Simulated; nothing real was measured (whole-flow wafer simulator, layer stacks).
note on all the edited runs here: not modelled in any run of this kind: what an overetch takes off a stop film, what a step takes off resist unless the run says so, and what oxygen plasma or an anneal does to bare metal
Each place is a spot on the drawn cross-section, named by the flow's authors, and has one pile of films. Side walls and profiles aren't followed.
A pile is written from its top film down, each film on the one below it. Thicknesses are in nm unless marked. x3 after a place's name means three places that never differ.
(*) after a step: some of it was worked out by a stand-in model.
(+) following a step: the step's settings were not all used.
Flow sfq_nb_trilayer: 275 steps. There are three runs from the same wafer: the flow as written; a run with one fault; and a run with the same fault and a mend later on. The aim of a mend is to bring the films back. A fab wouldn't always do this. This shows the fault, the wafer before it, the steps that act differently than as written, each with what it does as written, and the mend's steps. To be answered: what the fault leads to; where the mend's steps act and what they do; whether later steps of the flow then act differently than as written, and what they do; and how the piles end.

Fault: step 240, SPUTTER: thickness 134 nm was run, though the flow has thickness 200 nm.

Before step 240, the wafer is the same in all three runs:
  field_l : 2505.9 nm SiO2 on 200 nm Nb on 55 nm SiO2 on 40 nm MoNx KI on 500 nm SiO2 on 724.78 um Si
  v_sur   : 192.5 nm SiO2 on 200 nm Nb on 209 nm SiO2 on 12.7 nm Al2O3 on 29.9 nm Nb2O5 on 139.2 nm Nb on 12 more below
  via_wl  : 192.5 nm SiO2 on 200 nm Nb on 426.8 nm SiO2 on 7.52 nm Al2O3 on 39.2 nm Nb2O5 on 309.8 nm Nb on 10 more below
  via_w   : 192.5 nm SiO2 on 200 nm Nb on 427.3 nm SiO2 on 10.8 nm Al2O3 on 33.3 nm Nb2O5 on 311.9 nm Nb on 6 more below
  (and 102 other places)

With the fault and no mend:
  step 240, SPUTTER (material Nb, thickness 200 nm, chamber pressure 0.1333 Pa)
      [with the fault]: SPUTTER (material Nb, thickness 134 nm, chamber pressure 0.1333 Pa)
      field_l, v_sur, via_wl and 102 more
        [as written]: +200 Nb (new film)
        [with the fault]: +134 Nb (new film)
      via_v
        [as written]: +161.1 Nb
        [with the fault]: +107.8 Nb
  Later steps of the flow acting differently than as written (3 more steps, not shown, differ only slightly: by at most 2% or 0.5 nm, whichever is larger):
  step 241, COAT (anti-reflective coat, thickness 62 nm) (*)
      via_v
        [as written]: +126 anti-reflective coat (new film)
        [with the fault]: +122.3 anti-reflective coat (new film)
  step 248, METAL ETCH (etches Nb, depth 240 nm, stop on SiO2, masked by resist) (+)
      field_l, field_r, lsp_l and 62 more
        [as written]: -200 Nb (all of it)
        [with the fault]: -134 Nb (all of it)
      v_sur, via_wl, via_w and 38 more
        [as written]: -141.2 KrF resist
        [with the fault]: -118.2 KrF resist
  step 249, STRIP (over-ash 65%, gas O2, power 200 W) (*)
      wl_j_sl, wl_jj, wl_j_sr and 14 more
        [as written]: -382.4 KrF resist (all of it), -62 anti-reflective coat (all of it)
        [with the fault]: -405.3 KrF resist (all of it), -62 anti-reflective coat (all of it)
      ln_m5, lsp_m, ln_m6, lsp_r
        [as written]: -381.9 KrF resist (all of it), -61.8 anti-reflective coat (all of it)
        [with the fault]: -404.9 KrF resist (all of it), -61.8 anti-reflective coat (all of it)
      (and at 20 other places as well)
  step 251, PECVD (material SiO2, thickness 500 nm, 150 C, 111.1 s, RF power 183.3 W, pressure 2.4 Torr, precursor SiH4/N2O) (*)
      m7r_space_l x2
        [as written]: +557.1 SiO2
        [with the fault]: +500 SiO2
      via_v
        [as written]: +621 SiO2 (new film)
        [with the fault]: +601.2 SiO2 (new film)
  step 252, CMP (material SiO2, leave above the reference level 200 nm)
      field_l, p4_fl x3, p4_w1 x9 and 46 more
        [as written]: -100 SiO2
        [with the fault]: -166 SiO2
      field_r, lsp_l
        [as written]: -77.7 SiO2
        [with the fault]: -151 SiO2
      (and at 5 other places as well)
  By the end, the piles at field_l, v_sur, via_wl and 103 more depart from the flow's by more than 2% or 0.5 nm, whichever is larger.
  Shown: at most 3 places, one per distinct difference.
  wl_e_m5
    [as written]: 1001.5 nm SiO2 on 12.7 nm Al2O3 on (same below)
    [with the fault]: 935.5 nm SiO2 on 12.7 nm Al2O3 on (same below)
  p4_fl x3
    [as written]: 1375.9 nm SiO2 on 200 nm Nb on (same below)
    [with the fault]: 1309.9 nm SiO2 on 200 nm Nb on (same below)
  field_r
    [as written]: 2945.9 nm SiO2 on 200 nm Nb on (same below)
    [with the fault]: 2879.9 nm SiO2 on 200 nm Nb on (same below)

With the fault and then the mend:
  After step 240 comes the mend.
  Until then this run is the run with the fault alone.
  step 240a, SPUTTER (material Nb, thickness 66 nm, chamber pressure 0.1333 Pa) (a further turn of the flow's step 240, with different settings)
      field_l, v_sur, via_wl and 102 more
        +66 Nb
      via_v
        +49.7 Nb
  None of the later steps of the flow differs from how it acts as written, at any place that is followed, by more than 2% or 0.5 nm, whichever is larger.
  The piles end only slightly different from the flow's at the places that both follow, by no more than 2% or 0.5 nm, whichever is larger.
